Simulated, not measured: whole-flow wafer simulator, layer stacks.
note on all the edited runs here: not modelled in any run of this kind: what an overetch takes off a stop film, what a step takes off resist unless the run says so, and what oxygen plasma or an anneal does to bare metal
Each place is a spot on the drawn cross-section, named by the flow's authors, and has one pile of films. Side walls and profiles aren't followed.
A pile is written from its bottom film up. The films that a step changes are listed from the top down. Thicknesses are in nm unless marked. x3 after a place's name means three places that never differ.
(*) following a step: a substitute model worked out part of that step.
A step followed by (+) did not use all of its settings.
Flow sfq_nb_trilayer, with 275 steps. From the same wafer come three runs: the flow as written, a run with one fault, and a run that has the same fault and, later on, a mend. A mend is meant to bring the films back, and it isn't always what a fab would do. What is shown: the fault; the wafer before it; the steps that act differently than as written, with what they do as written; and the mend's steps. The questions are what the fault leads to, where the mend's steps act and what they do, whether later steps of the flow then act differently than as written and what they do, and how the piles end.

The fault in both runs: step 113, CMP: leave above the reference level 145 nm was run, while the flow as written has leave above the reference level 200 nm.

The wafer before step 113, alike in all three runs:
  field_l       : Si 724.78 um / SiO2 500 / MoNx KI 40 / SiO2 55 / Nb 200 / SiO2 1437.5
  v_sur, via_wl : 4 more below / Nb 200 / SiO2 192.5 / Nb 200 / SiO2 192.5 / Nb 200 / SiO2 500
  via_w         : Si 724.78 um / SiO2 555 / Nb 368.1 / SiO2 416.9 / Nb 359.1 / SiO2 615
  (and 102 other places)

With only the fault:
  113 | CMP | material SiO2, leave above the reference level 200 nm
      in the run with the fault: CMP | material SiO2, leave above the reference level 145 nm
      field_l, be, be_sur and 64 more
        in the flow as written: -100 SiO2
        in the run with the fault: -155 SiO2
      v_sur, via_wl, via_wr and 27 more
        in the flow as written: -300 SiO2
        in the run with the fault: -355 SiO2
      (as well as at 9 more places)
  Steps later in the flow that act otherwise than as written (4 more steps, not shown, differ only slightly: by at most 2% or 0.5 nm, whichever is larger):
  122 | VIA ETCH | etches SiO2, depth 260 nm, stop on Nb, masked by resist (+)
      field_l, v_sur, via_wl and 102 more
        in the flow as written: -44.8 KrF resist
        in the run with the fault: -37.5 KrF resist
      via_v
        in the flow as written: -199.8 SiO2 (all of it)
        in the run with the fault: -144.8 SiO2 (all of it)
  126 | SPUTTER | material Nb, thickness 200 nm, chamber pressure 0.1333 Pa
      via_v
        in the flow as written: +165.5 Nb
        in the run with the fault: +177.6 Nb
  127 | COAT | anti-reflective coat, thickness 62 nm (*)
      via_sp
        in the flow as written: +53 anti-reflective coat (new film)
        in the run with the fault: +54.1 anti-reflective coat (new film)
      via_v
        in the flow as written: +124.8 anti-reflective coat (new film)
        in the run with the fault: +111.6 anti-reflective coat (new film)
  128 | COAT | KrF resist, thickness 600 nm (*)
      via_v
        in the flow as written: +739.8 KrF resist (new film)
        in the run with the fault: +694.7 KrF resist (new film)
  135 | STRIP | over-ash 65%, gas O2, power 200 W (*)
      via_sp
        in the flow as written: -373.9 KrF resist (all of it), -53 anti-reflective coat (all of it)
        in the run with the fault: -377.6 KrF resist (all of it), -54.1 anti-reflective coat (all of it)
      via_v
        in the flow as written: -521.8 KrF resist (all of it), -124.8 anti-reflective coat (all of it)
        in the run with the fault: -476.9 KrF resist (all of it), -111.6 anti-reflective coat (all of it)
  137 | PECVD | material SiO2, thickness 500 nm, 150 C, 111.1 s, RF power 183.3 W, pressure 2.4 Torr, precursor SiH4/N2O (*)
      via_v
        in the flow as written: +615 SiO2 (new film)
        in the run with the fault: +523.4 SiO2 (new film)
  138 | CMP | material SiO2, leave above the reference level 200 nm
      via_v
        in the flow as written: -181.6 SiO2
        in the run with the fault: -157.1 SiO2
  At v_sur, via_wl, via_w and 86 more, the piles at the end differ from the flow's by more than 2% or 0.5 nm, whichever is larger.
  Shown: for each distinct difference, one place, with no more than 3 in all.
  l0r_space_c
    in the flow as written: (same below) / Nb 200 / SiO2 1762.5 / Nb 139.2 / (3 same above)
    in the run with the fault: (same below) / Nb 200 / SiO2 1707.5 / Nb 139.2 / (3 same above)
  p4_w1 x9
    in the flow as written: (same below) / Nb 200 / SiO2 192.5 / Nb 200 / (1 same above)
    in the run with the fault: (same below) / Nb 200 / SiO2 137.5 / Nb 200 / (1 same above)
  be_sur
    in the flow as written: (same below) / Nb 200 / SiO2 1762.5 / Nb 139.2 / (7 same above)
    in the run with the fault: (same below) / Nb 200 / SiO2 1707.5 / Nb 139.2 / (7 same above)

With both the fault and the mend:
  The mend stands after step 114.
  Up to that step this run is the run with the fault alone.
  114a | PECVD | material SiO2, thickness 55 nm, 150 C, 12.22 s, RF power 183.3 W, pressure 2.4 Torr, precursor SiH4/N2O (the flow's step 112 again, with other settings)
      field_l, v_sur, via_wl and 103 more
        +55 SiO2
  None of the later steps of the flow acts differently than as written at any place that is followed.
  By the end, the piles equal the flow's at every place that both follow.
